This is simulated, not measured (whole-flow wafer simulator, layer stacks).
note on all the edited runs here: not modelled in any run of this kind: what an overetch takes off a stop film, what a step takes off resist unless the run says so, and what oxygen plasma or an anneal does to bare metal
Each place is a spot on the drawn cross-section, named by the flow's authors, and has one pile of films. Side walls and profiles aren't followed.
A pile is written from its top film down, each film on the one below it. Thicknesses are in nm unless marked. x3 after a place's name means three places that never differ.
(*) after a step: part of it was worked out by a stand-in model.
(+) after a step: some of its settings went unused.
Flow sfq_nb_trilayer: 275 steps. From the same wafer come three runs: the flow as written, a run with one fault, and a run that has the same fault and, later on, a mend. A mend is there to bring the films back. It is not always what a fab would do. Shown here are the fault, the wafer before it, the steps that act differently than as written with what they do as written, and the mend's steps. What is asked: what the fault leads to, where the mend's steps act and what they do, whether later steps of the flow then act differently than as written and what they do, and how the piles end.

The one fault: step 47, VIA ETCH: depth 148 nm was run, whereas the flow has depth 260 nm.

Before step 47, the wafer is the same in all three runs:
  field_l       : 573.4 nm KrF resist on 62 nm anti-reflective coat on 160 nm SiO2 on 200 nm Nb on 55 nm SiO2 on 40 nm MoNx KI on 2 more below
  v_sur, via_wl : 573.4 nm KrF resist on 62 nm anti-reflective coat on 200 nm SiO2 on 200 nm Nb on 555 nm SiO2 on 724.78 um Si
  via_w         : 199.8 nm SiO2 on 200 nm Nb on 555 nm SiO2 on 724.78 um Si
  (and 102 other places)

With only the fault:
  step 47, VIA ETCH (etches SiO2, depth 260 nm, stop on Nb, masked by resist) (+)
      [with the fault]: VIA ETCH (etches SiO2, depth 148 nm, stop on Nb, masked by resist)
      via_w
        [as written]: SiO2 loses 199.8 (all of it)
        [with the fault]: SiO2 loses 148
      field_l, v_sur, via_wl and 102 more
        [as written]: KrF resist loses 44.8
        [with the fault]: KrF resist loses 25.5
  Steps further on in the flow that do not act as written (3 more steps, not shown, differ only slightly: by at most 2% or 0.5 nm, whichever is larger):
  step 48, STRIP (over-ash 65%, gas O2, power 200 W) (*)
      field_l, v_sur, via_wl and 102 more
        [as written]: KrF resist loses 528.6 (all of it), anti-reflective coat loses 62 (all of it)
        [with the fault]: KrF resist loses 547.9 (all of it), anti-reflective coat loses 62 (all of it)
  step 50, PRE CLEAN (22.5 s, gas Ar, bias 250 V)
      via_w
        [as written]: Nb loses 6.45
        [with the fault]: SiO2 loses 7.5
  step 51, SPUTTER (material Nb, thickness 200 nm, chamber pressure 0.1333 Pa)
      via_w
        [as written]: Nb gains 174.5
        [with the fault]: Nb gains 184.8 (new film)
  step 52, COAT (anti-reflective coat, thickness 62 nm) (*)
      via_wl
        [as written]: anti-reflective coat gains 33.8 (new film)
        [with the fault]: anti-reflective coat gains 36.1 (new film)
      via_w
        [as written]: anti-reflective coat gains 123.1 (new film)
        [with the fault]: anti-reflective coat gains 111.1 (new film)
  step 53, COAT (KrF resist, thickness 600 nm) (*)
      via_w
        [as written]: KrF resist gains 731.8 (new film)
        [with the fault]: KrF resist gains 690.6 (new film)
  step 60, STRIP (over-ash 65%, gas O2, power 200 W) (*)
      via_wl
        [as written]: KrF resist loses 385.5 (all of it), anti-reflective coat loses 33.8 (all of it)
        [with the fault]: KrF resist loses 389.4 (all of it), anti-reflective coat loses 36.1 (all of it)
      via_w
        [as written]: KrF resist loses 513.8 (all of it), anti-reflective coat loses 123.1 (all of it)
        [with the fault]: KrF resist loses 472.7 (all of it), anti-reflective coat loses 111.1 (all of it)
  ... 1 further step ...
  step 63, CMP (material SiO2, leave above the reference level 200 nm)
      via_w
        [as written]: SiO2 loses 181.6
        [with the fault]: SiO2 loses 157.1
  The piles end different from the flow's at via_w by more than 2% or 0.5 nm, whichever is larger.
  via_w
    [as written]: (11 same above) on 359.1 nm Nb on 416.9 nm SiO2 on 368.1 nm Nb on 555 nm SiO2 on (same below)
    [with the fault]: (11 same above) on 359.1 nm Nb on 355.8 nm SiO2 on 184.8 nm Nb on 44.3 nm SiO2 on 200 nm Nb on 555 nm SiO2 on (same below)

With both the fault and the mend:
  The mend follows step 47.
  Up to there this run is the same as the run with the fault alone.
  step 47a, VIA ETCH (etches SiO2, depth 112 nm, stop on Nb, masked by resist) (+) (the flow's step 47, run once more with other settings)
      field_l, v_sur, via_wl and 102 more
        KrF resist loses 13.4
      via_w
        SiO2 loses 51.8 (all of it)
  Later steps of the flow that are run all act as written at every place that is followed, up to a difference of at most 2% or 0.5 nm, whichever is larger.
  At every place that both follow, the piles at the end match the flow's.
